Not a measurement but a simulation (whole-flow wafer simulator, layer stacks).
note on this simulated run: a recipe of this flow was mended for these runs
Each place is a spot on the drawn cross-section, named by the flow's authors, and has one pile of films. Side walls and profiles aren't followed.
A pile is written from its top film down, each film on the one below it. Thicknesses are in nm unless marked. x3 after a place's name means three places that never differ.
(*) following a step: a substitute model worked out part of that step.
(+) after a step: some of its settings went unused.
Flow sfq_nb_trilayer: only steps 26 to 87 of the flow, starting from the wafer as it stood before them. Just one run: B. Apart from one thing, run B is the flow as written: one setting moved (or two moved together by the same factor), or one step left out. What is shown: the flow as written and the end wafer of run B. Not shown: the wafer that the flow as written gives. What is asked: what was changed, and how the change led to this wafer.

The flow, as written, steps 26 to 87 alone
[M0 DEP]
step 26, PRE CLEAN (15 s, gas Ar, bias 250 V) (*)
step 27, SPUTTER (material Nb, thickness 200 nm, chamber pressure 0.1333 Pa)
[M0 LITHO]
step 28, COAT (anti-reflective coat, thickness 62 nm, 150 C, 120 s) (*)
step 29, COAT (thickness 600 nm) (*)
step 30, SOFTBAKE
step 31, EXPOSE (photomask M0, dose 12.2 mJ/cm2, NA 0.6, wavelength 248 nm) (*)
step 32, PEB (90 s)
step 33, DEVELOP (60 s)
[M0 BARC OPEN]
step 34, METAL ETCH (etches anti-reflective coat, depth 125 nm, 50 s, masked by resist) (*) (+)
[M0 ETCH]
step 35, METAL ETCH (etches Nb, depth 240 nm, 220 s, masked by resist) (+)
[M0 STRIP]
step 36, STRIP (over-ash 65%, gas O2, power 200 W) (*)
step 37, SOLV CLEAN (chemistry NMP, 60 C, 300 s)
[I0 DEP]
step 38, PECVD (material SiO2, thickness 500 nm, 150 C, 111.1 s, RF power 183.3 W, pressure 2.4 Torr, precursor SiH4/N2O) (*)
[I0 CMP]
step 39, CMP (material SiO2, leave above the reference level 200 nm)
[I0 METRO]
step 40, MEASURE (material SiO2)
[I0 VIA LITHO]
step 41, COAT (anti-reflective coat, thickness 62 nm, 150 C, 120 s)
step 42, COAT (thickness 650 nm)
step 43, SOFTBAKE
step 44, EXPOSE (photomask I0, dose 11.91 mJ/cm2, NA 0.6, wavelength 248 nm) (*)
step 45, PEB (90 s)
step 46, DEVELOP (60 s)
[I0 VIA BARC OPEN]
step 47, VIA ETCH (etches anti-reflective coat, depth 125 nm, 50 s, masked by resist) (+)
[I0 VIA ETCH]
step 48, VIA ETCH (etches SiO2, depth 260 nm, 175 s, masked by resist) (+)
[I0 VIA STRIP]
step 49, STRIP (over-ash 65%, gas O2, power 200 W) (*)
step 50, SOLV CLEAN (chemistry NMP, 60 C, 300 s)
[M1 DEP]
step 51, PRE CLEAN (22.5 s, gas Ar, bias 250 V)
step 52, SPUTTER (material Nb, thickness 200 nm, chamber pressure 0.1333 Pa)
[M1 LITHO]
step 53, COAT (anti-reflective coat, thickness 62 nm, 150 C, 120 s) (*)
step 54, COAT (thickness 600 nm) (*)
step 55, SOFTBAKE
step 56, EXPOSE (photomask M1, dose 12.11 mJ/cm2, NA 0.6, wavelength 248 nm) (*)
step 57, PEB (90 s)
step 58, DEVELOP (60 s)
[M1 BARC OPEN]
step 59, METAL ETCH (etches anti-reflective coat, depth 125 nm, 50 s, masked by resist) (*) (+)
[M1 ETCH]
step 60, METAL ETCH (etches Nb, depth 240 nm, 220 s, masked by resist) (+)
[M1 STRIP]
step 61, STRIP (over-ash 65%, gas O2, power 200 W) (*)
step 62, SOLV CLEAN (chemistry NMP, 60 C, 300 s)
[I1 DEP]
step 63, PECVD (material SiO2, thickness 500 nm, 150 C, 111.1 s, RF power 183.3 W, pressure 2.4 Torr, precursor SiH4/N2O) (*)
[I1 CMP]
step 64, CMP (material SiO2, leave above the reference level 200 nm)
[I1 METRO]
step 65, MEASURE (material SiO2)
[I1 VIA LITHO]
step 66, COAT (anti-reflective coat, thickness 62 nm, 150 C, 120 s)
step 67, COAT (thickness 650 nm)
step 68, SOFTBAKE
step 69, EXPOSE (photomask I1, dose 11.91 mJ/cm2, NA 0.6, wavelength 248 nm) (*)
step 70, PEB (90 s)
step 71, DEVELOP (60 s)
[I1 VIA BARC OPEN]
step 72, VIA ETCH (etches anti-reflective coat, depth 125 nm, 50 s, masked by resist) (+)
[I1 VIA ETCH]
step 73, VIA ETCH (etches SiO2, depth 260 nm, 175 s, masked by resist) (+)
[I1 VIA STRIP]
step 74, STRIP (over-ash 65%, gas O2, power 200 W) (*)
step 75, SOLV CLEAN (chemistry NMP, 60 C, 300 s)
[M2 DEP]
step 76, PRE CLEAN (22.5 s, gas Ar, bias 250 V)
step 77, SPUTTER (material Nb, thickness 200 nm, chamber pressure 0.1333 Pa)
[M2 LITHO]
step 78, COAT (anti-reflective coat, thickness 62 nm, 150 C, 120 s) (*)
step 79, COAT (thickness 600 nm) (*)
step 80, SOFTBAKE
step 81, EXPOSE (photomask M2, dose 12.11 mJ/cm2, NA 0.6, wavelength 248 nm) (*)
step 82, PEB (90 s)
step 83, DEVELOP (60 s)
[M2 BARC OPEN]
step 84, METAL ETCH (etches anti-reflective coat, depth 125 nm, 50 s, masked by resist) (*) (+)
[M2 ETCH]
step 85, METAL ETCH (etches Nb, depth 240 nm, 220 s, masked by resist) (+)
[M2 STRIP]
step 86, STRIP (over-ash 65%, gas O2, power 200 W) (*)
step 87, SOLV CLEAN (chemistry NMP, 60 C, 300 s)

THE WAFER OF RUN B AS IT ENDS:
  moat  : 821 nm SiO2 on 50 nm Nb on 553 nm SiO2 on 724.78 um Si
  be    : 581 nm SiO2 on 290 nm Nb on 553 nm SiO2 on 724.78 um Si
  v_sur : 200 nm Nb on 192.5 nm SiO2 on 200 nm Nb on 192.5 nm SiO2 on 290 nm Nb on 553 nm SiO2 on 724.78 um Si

The reason: step 27, SPUTTER: thickness 290 nm was run, whereas the flow has thickness 200 nm.
The wafer lets one read it off: be has Nb 290, and step 27 as written asks for 200 nm.

Step by step, how the change led to this:
  step 27, SPUTTER (material Nb, thickness 200 nm, chamber pressure 0.1333 Pa)
      field_l, v_sur, via_wl and 102 more: Nb gains 290 (new film) (as written it would have been: Nb gains 200 (new film))
      l0v: Nb gains 285.7 (new film) (as written it would have been: Nb gains 195.4 (new film))
  step 28, COAT (anti-reflective coat, thickness 62 nm, 150 C, 120 s) (*)
      l0_sur: anti-reflective coat gains 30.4 (new film) (as written it would have been: anti-reflective coat gains 29.3 (new film))
  step 35, METAL ETCH (etches Nb, depth 240 nm, 220 s, masked by resist) (+)
      moat, m0r_space_l x2: Nb loses 240 (as written it would have been: Nb loses 200 (all of it), SiO2 loses 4)
  step 36, STRIP (over-ash 65%, gas O2, power 200 W) (*)
      l0_sur: KrF-resist-other-grade loses 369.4 (all of it), anti-reflective coat loses 30.4 (all of it) (as written it would have been: KrF-resist-other-grade loses 370 (all of it), anti-reflective coat loses 29.3 (all of it))
  step 38, PECVD (material SiO2, thickness 500 nm, 150 C, 111.1 s, RF power 183.3 W, pressure 2.4 Torr, precursor SiH4/N2O) (*)
      moat, m0r_space_l x2: SiO2 gains 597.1 (new film) (as written it would have been: SiO2 gains 561.1)
If metal films that touch count as one body, moat has 1 body; the flow as written gives 0 bodies.
